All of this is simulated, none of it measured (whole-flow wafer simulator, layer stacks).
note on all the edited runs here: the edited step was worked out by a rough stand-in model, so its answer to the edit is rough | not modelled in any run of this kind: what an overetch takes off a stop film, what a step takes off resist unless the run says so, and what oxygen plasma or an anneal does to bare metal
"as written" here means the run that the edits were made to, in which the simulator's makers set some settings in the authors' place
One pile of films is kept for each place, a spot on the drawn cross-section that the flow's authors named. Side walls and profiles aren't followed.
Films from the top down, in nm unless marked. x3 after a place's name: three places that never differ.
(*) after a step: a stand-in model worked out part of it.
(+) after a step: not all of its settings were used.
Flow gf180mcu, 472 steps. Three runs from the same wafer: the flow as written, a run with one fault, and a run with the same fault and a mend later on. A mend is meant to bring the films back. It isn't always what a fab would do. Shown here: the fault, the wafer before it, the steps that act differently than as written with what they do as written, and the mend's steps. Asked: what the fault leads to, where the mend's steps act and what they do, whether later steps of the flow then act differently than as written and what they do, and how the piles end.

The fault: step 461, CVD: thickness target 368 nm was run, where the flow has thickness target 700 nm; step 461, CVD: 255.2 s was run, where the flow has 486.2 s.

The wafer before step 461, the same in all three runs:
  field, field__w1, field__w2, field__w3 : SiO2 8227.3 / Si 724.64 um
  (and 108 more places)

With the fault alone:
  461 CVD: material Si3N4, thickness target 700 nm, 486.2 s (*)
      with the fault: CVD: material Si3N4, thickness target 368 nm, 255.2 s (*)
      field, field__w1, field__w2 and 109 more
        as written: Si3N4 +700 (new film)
        with the fault: Si3N4 +367.6 (new film)
  Later steps of the flow that act differently than as written (4 more steps differ only slightly, by at most 2% or 0.5 nm, whichever is larger, and aren't shown):
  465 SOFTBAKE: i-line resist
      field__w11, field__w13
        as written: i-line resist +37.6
        with the fault: i-line resist +35.9
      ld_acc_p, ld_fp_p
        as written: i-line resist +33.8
        with the fault: i-line resist +32
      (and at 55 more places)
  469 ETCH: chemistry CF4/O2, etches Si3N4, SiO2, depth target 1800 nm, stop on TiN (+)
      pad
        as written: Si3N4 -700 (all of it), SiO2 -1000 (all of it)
        with the fault: Si3N4 -367.6 (all of it), SiO2 -1000 (all of it)
  At the end the piles differ from the flow's by more than 2% or 0.5 nm, whichever is larger, at field, field__w1, field__w2 and 108 more.
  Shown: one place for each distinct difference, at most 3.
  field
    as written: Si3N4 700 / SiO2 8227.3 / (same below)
    with the fault: Si3N4 367.6 / SiO2 8227.3 / (same below)
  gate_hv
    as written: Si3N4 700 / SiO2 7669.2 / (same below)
    with the fault: Si3N4 367.6 / SiO2 7669.2 / (same below)
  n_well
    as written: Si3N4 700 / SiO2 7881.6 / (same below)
    with the fault: Si3N4 367.6 / SiO2 7881.6 / (same below)

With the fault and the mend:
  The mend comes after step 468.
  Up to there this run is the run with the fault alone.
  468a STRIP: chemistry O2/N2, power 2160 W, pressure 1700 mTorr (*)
      iso_ptap_pw, iso_ntap_nw, iso_nw_fld and 33 more
        i-line resist -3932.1 (all of it)
      p_well, sti, spacer, sd_n, mim_1p0, dice_street
        i-line resist -3938 (all of it)
      field__w2, field__w3, field__w6, field__w12
        i-line resist -3984.1 (all of it)
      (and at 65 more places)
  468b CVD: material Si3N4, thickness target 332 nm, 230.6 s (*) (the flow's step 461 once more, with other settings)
      field, field__w1, field__w2 and 109 more
        Si3N4 +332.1
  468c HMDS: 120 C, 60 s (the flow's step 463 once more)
      changes no film at any place that is followed
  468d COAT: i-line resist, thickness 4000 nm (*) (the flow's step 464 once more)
      iso_ptap_pw, iso_ntap_nw, iso_nw_fld and 33 more
        i-line resist +4000 (new film)
      field__w9, field__w13, sd_p_hv, gate_p_hv, nplus_u, npoly_u
        i-line resist +4017 (new film)
      p_well, sti, spacer, sd_n, mim_1p0, dice_street
        i-line resist +4006.3 (new film)
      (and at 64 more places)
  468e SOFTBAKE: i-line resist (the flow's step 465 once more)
      ld_acc_p, ld_fp_p, ld_drift_p
        i-line resist +33.8
      field__w2, field_sub__w4
        i-line resist +33.4
      field__w11, field__w13
        i-line resist +37.6
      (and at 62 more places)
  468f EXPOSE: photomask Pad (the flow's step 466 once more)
      changes no film at any place that is followed
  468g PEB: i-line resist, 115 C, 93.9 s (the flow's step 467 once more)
      iso_ptap_pw, iso_ntap_nw, iso_nw_fld and 33 more
        i-line resist -67.9
      field, field__w2, field__w3 and 25 more
        i-line resist -68.8
      field_sub, field_sub__w1, field_sub__w2 and 23 more
        i-line resist -68.7
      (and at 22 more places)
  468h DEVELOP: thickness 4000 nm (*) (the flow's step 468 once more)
      field__w5, field__w7, field__w13 and 13 more
        i-line resist -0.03
      pad
        i-line resist -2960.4 (all of it)
  No later step of the flow acts differently than as written, at any place that is followed, by more than 2% or 0.5 nm, whichever is larger.
  At the end the piles differ from the flow's only slightly at the places that both follow, by at most 2% or 0.5 nm, whichever is larger.
